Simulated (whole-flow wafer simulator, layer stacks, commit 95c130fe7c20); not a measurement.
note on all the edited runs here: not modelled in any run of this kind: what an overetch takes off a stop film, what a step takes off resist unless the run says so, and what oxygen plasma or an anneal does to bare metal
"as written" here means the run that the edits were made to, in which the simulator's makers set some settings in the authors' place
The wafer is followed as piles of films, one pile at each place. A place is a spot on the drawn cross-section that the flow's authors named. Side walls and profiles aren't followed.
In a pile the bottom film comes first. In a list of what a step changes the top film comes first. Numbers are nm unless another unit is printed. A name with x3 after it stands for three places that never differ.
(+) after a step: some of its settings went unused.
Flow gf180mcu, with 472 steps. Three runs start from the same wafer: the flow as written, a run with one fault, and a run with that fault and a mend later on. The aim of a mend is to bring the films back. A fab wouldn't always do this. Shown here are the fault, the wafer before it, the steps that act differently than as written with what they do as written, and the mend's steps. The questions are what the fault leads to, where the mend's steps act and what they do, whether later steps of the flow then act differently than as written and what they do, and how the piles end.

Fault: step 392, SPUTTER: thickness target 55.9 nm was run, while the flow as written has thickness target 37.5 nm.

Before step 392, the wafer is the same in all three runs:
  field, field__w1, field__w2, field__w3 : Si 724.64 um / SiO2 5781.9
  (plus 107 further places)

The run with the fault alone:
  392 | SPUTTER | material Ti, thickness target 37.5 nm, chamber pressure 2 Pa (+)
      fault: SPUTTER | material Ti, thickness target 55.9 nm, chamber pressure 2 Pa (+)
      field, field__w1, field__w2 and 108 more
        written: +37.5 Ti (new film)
        fault: +55.9 Ti (new film)
  Steps further on in the flow that do not act as written (1 other step is not shown; it differs only slightly, by no more than 2% or 0.5 nm, whichever is larger):
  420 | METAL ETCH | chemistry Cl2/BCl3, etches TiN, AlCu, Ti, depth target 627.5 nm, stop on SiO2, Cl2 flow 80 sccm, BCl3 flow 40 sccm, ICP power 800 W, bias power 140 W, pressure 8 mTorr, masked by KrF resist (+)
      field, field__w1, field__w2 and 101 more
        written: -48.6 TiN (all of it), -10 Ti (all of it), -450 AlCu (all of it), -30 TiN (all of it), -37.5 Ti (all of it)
        fault: -48.6 TiN (all of it), -10 Ti (all of it), -450 AlCu (all of it), -30 TiN (all of it), -55.9 Ti (all of it)
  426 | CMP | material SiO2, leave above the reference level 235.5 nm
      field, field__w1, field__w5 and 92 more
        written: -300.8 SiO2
        fault: -282.4 SiO2
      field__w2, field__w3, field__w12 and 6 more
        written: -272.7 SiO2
        fault: -253.4 SiO2
  The piles end different from the flow's at field__w4, field__w8, contact, m1, m1__w1, mim, mim_1p0, m1_nw by more than 2% or 0.5 nm, whichever is larger.
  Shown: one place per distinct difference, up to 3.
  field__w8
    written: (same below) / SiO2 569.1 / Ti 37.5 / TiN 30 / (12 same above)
    fault: (same below) / SiO2 569.1 / Ti 55.9 / TiN 30 / (12 same above)
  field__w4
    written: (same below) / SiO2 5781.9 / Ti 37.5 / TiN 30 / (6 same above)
    fault: (same below) / SiO2 5781.9 / Ti 55.9 / TiN 30 / (6 same above)
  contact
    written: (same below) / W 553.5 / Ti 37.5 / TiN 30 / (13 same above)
    fault: (same below) / W 553.5 / Ti 55.9 / TiN 30 / (13 same above)

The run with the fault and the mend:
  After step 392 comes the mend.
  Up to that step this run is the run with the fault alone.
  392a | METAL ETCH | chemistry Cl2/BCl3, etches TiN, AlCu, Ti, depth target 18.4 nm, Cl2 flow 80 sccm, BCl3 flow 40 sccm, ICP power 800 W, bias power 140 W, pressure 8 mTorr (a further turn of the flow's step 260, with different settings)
      field, field__w1, field__w2 and 108 more
        -18.4 Ti
  Every later step of the flow that is run acts as written at every place that is followed.
  By the end, the piles equal the flow's at every place that both follow.
